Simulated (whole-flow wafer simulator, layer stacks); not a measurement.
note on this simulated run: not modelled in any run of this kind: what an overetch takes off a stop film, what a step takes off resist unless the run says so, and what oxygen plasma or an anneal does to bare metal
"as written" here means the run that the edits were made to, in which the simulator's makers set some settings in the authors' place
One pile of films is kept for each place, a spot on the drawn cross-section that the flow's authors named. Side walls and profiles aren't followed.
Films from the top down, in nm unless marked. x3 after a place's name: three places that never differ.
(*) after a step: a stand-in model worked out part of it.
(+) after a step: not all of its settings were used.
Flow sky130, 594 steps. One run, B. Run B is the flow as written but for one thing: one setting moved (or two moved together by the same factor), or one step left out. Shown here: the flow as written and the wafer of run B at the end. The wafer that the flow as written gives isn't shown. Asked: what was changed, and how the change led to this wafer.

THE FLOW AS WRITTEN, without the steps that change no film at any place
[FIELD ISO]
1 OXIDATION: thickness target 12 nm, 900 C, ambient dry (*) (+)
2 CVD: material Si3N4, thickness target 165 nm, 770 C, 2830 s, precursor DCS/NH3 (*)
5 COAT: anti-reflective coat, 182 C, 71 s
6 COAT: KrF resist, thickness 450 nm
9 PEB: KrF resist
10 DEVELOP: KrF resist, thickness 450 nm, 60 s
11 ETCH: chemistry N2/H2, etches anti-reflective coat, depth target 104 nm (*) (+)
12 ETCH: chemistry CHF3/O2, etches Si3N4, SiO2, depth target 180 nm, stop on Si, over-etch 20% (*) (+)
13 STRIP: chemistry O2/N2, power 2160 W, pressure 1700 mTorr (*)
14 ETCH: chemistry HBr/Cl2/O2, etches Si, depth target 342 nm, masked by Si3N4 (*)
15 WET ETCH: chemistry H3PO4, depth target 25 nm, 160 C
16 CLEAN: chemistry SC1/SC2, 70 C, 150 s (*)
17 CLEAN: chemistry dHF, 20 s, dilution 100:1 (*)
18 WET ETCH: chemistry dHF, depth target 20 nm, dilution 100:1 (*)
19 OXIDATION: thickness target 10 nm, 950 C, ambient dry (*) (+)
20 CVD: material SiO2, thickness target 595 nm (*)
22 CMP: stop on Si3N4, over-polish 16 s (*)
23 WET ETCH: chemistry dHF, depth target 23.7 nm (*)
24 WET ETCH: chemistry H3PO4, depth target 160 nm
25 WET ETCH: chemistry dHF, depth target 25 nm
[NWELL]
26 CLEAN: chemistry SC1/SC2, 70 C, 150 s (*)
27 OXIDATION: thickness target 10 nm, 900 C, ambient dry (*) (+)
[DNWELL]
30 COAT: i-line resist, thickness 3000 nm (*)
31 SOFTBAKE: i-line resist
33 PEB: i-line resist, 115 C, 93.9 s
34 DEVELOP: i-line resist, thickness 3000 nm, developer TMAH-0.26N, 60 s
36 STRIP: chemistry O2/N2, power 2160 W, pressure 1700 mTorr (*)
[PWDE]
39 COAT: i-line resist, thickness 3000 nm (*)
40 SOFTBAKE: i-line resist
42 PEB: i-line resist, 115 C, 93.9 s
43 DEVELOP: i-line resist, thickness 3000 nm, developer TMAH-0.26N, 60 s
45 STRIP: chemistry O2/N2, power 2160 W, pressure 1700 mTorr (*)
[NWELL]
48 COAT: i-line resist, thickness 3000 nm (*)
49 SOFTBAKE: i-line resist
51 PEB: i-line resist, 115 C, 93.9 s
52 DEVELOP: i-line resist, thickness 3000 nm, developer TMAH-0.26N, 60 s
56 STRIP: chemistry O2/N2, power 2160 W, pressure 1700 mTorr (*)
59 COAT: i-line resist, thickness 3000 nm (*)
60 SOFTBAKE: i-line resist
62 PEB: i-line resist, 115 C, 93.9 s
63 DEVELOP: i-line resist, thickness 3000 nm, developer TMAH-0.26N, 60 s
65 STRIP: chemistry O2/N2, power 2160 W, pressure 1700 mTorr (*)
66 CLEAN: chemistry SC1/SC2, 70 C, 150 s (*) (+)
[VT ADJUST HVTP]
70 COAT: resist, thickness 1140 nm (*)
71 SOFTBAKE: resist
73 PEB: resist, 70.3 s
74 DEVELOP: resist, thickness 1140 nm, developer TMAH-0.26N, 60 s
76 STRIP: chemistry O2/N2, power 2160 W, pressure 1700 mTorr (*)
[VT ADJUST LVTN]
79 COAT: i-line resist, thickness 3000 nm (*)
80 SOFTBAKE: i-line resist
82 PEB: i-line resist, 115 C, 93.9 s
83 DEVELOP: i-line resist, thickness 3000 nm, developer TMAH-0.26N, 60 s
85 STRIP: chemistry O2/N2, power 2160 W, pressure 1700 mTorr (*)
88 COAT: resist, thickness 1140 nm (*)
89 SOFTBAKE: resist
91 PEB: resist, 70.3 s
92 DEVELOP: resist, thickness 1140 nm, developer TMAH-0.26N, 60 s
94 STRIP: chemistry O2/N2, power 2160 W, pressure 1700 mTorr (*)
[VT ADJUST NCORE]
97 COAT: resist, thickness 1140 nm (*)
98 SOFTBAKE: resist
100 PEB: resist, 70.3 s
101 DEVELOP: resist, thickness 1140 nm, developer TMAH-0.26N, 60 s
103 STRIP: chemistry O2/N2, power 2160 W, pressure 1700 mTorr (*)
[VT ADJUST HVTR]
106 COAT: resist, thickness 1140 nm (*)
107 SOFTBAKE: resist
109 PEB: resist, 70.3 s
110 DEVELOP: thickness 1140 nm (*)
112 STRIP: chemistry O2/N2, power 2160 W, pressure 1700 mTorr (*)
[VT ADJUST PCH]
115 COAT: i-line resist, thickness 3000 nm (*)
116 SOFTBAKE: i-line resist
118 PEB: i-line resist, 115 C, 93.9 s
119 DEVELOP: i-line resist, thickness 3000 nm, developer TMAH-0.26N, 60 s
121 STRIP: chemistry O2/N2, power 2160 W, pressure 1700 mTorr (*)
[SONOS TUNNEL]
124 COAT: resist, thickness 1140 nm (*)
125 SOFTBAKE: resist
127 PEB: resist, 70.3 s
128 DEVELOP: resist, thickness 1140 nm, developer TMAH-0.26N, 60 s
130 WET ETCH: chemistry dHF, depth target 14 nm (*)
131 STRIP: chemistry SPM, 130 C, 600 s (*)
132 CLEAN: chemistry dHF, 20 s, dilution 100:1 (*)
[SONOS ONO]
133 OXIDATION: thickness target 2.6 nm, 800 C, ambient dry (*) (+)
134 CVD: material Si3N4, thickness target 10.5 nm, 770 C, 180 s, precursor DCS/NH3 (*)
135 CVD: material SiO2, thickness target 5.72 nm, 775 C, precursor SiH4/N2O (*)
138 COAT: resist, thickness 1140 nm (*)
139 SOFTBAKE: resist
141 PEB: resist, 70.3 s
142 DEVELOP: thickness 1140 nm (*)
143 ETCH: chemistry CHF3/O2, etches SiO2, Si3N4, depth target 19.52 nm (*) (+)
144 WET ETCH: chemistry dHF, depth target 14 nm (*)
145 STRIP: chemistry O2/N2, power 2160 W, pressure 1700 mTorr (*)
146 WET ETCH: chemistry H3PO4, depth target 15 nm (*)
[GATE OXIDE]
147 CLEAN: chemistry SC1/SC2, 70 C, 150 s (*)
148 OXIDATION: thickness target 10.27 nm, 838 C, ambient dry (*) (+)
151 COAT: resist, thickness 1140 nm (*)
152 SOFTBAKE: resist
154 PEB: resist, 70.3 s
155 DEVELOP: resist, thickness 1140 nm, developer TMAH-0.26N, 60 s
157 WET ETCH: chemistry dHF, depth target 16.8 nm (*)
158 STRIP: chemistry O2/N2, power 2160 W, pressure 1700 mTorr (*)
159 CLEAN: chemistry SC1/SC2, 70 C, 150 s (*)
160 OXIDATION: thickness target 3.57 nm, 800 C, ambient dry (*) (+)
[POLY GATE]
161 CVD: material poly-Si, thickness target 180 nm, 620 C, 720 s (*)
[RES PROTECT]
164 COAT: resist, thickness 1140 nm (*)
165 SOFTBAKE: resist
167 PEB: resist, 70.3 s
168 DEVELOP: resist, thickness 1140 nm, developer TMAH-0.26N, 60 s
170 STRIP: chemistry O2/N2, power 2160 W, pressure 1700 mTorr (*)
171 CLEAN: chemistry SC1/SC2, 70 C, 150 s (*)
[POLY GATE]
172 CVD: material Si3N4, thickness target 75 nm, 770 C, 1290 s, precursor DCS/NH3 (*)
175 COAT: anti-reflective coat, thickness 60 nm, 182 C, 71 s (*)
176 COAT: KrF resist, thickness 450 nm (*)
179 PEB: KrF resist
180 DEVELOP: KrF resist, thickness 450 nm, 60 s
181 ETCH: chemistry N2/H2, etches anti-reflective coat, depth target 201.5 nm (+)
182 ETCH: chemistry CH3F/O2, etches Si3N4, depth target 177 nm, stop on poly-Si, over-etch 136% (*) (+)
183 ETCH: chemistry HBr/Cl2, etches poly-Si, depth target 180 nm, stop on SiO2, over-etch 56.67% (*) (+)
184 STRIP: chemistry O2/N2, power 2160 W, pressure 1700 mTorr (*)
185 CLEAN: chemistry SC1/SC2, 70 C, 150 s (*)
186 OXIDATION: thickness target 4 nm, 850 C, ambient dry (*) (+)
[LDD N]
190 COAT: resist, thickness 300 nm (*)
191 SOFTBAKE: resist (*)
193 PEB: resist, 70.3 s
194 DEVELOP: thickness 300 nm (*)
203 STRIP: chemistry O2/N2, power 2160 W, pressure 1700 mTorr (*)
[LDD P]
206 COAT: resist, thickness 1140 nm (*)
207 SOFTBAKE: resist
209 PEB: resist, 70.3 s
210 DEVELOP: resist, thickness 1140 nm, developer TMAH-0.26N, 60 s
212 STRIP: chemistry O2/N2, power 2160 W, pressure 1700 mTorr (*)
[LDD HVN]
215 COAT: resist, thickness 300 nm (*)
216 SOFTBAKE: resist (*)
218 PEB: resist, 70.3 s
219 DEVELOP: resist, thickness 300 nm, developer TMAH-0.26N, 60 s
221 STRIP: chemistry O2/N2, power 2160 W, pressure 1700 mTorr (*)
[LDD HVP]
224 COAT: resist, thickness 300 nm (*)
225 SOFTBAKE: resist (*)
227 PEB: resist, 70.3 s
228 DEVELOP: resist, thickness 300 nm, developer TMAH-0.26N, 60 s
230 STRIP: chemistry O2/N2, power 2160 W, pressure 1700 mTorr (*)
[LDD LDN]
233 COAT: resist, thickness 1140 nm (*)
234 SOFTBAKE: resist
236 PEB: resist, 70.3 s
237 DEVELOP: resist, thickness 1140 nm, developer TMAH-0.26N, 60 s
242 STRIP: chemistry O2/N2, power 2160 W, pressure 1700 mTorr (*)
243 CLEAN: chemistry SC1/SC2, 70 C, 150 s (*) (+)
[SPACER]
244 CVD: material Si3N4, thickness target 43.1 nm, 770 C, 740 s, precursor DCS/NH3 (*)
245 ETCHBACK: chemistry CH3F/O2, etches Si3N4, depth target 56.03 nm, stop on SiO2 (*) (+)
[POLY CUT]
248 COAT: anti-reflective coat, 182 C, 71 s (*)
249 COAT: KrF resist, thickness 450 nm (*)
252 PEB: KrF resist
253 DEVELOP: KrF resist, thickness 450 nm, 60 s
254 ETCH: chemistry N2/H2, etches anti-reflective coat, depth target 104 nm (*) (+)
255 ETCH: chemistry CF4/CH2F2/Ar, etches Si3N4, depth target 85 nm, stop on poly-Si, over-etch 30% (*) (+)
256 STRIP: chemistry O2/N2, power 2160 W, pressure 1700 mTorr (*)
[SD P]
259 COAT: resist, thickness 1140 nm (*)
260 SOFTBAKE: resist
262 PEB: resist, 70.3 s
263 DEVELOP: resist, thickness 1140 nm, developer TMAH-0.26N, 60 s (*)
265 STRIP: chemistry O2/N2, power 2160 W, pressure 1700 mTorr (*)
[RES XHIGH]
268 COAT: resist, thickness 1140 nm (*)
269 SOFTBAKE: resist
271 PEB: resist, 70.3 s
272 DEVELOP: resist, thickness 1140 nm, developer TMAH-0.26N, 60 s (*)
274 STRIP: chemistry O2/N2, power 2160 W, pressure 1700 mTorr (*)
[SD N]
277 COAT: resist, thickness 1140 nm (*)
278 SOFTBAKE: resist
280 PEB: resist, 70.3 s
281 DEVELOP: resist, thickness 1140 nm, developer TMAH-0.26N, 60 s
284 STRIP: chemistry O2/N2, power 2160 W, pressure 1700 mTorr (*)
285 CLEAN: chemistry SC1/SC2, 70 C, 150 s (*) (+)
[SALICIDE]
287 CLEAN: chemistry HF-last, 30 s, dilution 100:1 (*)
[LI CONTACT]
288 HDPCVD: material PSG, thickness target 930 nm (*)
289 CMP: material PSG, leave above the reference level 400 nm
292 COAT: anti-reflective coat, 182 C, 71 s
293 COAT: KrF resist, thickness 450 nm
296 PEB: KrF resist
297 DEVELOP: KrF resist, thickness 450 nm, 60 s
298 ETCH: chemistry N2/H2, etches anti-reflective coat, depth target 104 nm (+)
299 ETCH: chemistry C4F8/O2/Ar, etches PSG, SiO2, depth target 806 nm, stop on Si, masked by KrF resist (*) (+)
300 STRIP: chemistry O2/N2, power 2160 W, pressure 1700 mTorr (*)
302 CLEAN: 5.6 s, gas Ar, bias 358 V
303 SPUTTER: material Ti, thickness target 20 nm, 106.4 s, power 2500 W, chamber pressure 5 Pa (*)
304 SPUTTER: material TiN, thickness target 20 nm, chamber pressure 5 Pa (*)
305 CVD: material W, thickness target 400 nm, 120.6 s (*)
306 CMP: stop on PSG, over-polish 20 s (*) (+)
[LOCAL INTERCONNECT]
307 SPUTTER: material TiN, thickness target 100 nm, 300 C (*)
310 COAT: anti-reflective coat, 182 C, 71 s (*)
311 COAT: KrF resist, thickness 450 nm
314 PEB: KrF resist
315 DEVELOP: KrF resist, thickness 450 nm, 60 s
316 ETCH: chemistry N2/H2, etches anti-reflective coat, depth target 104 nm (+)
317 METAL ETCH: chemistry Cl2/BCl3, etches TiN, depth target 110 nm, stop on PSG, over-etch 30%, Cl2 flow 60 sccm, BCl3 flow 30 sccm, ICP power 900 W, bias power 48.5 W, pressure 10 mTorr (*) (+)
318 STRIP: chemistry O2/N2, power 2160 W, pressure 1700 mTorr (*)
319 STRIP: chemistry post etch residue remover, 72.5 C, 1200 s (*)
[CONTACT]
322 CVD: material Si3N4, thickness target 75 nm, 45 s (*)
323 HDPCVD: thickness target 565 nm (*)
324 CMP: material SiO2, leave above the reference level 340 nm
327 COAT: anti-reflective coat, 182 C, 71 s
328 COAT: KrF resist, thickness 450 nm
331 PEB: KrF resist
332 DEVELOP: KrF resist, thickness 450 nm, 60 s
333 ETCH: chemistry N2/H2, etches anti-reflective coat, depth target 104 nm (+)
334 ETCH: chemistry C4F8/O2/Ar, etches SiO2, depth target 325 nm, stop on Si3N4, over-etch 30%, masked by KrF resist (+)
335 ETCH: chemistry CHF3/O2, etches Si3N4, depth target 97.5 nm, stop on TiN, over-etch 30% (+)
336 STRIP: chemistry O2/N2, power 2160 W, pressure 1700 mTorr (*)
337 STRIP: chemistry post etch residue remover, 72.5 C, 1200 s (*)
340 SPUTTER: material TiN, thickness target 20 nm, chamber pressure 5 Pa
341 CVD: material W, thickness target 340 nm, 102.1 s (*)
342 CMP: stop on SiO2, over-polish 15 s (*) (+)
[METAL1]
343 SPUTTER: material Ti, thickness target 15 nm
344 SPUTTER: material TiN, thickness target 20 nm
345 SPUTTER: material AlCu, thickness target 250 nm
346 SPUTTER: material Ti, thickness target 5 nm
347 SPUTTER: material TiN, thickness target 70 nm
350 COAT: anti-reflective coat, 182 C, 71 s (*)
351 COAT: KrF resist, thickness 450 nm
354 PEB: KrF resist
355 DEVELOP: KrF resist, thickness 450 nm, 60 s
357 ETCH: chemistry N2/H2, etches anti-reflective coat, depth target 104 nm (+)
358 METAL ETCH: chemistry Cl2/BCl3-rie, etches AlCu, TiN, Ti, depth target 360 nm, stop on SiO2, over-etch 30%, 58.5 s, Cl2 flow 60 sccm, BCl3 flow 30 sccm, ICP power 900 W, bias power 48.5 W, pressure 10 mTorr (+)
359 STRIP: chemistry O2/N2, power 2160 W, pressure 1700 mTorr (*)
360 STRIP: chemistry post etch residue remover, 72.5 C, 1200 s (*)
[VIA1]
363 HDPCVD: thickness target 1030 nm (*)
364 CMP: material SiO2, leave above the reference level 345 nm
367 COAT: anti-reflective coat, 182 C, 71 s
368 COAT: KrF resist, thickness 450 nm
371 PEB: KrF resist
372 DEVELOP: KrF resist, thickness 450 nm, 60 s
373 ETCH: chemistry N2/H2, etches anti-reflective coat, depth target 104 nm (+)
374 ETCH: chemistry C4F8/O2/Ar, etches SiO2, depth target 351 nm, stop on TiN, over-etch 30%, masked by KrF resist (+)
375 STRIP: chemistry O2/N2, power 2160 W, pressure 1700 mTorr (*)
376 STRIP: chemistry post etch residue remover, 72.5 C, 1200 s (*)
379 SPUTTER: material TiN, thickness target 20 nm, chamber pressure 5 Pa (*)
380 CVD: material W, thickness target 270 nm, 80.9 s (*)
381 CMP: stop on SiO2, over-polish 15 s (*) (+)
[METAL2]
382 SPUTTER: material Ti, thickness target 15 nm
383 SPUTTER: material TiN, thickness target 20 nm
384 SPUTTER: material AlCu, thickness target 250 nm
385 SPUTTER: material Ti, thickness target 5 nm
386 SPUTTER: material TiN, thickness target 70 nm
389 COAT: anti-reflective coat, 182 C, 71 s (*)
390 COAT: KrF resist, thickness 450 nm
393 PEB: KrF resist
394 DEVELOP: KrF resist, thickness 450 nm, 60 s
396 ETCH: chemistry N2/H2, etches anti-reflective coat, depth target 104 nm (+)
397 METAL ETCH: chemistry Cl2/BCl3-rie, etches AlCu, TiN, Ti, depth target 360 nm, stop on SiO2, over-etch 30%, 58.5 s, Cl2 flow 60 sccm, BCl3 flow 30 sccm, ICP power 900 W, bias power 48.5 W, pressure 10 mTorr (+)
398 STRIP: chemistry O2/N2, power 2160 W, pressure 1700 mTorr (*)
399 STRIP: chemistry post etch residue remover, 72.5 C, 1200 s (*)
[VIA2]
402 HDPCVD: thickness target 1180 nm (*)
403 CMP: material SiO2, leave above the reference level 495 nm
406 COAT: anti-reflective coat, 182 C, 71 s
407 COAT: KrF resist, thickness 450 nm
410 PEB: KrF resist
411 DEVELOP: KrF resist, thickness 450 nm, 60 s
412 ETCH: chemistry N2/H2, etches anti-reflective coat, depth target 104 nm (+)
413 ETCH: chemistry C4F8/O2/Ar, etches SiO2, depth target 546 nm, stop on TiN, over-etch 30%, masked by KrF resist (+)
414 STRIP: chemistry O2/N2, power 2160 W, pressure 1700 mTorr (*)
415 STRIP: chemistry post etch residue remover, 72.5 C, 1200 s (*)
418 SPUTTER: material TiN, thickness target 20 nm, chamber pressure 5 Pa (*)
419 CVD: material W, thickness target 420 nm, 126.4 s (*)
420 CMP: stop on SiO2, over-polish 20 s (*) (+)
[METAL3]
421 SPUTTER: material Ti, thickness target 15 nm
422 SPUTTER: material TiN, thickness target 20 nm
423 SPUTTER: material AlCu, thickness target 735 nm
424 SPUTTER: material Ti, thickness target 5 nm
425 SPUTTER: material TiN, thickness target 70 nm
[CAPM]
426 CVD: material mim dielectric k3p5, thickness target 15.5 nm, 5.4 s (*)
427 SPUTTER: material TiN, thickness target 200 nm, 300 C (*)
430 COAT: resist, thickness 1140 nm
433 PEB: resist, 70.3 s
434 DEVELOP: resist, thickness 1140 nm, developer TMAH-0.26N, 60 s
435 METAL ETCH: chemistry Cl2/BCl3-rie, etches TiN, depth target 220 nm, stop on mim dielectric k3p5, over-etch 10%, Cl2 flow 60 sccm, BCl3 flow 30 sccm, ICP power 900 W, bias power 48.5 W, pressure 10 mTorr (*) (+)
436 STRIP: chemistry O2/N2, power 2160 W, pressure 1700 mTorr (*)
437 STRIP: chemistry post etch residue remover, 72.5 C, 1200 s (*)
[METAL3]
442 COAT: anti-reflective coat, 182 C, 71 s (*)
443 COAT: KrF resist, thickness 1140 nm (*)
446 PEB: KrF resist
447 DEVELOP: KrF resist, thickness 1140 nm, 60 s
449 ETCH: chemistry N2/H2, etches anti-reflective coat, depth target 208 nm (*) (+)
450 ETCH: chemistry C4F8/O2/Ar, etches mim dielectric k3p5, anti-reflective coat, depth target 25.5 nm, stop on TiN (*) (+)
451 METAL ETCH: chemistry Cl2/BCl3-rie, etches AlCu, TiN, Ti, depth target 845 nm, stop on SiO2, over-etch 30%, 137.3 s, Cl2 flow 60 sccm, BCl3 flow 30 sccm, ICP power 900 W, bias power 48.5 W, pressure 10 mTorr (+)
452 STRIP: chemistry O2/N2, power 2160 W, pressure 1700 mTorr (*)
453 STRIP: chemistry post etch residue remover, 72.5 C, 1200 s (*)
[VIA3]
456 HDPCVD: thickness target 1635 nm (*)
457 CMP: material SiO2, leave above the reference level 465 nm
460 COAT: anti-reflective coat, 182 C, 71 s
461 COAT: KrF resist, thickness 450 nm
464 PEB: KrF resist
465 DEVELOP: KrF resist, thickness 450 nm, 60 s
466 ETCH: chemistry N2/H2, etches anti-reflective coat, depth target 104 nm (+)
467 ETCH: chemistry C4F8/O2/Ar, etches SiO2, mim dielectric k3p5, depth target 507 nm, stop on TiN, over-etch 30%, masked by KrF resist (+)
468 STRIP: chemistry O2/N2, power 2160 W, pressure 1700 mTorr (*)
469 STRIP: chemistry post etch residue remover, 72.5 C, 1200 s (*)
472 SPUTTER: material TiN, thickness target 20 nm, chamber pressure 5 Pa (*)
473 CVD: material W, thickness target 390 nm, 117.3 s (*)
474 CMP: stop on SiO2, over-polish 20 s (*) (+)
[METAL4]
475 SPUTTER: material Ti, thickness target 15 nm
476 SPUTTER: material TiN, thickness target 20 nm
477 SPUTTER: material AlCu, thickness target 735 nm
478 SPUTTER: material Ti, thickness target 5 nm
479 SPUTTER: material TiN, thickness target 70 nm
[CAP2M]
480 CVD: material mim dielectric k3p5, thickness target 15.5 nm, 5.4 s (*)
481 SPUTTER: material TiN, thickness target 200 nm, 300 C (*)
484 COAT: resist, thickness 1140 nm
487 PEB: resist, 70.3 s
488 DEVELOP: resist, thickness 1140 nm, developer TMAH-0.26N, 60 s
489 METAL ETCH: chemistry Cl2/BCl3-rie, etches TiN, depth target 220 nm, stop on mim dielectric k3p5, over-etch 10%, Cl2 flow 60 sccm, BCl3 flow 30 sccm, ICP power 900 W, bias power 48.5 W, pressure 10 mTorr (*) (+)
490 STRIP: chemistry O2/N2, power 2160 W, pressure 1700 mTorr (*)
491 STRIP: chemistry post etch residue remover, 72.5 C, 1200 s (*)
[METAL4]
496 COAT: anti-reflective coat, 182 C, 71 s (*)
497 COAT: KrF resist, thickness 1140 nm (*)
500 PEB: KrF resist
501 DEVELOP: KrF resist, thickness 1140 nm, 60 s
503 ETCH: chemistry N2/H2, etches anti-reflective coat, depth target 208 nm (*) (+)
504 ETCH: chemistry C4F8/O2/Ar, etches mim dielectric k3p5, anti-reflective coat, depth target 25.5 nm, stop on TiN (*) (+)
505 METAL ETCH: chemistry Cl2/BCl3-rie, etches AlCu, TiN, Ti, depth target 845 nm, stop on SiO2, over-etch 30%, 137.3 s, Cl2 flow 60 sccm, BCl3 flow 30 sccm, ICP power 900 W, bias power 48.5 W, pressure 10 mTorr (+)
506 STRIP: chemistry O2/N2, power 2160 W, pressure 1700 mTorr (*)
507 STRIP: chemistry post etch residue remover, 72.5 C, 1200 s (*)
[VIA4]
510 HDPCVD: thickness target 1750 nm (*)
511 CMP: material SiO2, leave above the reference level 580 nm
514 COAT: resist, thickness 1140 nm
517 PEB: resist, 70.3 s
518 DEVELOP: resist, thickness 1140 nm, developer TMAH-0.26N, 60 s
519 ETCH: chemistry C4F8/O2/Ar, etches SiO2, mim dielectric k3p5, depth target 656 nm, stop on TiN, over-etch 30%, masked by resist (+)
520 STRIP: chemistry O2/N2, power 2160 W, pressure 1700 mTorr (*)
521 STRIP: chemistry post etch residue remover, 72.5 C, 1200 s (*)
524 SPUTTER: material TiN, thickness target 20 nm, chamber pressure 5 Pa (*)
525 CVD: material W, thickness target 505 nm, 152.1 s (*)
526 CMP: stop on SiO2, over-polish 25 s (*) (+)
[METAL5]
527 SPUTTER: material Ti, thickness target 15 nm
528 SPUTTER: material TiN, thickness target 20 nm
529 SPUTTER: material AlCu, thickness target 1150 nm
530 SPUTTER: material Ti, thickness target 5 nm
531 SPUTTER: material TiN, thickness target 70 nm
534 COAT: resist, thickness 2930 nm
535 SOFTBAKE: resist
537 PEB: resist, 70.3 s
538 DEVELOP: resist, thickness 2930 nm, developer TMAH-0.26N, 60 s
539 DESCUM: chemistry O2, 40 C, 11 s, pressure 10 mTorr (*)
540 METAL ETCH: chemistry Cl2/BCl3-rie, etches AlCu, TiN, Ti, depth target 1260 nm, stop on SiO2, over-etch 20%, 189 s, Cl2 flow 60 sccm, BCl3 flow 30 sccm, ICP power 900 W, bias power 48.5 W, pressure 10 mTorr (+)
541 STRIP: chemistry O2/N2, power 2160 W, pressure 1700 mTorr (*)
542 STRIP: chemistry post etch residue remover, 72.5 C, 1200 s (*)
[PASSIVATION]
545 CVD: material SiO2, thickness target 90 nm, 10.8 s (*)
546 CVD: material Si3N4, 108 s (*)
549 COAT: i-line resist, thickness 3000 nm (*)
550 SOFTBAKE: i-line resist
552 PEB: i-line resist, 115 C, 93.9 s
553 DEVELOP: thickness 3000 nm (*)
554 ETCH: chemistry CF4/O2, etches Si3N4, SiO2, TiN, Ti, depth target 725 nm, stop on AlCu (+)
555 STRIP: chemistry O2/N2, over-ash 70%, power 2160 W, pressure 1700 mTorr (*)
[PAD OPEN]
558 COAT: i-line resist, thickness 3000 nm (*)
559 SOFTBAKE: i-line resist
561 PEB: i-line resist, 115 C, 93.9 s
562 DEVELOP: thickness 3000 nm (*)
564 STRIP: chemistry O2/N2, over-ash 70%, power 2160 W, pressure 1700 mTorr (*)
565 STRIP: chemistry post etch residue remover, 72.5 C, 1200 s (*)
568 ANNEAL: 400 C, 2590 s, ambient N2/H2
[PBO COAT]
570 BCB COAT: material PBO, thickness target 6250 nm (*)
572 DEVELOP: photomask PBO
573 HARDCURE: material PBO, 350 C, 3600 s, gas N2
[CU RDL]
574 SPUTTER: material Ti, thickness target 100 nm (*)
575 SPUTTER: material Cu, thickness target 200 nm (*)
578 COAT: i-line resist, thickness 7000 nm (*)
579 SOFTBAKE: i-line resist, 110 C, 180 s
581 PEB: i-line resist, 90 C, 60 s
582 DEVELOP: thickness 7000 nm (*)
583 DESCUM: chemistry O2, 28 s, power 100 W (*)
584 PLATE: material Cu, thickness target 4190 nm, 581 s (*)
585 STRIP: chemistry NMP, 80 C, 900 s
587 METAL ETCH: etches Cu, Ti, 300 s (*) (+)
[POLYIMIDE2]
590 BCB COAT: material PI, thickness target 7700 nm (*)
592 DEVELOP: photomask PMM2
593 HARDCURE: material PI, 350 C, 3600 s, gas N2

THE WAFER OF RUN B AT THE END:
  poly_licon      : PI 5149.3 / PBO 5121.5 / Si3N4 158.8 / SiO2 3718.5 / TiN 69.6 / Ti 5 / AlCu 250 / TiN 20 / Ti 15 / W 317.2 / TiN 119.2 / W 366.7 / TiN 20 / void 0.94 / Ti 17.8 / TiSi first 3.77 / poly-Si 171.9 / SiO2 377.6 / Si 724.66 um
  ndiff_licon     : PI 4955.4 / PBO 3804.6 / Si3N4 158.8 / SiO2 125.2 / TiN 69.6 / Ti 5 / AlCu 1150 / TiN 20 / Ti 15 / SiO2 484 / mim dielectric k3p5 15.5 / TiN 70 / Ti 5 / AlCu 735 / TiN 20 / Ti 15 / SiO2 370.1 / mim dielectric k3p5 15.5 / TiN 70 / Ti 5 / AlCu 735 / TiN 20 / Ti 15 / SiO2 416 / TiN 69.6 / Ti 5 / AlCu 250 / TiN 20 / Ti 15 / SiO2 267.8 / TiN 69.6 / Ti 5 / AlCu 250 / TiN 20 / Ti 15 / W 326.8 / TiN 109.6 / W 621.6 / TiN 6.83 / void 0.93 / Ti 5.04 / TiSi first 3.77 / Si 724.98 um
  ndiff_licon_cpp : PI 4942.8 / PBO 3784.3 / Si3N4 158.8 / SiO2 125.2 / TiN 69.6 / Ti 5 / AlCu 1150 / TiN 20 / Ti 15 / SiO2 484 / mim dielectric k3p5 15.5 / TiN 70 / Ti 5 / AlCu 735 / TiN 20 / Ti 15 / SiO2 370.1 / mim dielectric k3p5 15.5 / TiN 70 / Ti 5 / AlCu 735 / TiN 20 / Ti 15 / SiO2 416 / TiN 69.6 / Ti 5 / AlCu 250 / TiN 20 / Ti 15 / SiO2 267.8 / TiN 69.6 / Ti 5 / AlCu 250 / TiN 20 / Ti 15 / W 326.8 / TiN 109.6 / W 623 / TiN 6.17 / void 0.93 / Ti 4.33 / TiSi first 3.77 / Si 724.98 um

The cause: step 568, ANNEAL: 350 C was run, where the flow has 400 C.

How the change led to this, step by step:
  568 ANNEAL: 400 C, 2590 s, ambient N2/H2
      poly_licon, rpo_hd_licon: under 11 films: void +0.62 (new film), Ti -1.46, TiSi first +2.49 (new film), poly-Si -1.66 (as written it would be: under 11 films: void +1.65 (new film), Ti -3.85, TiSi first +6.58 (new film), poly-Si -4.38)
      ndiff_licon, ndiff_licon_cpp: under 37 films: void +0.62 (new film), Ti -1.46, TiSi first +2.49 (new film), Si -1.65 (as written it would be: under 37 films: void +1.63 (new film), Ti -3.85, TiSi first +6.58 (new film), Si -4.36)
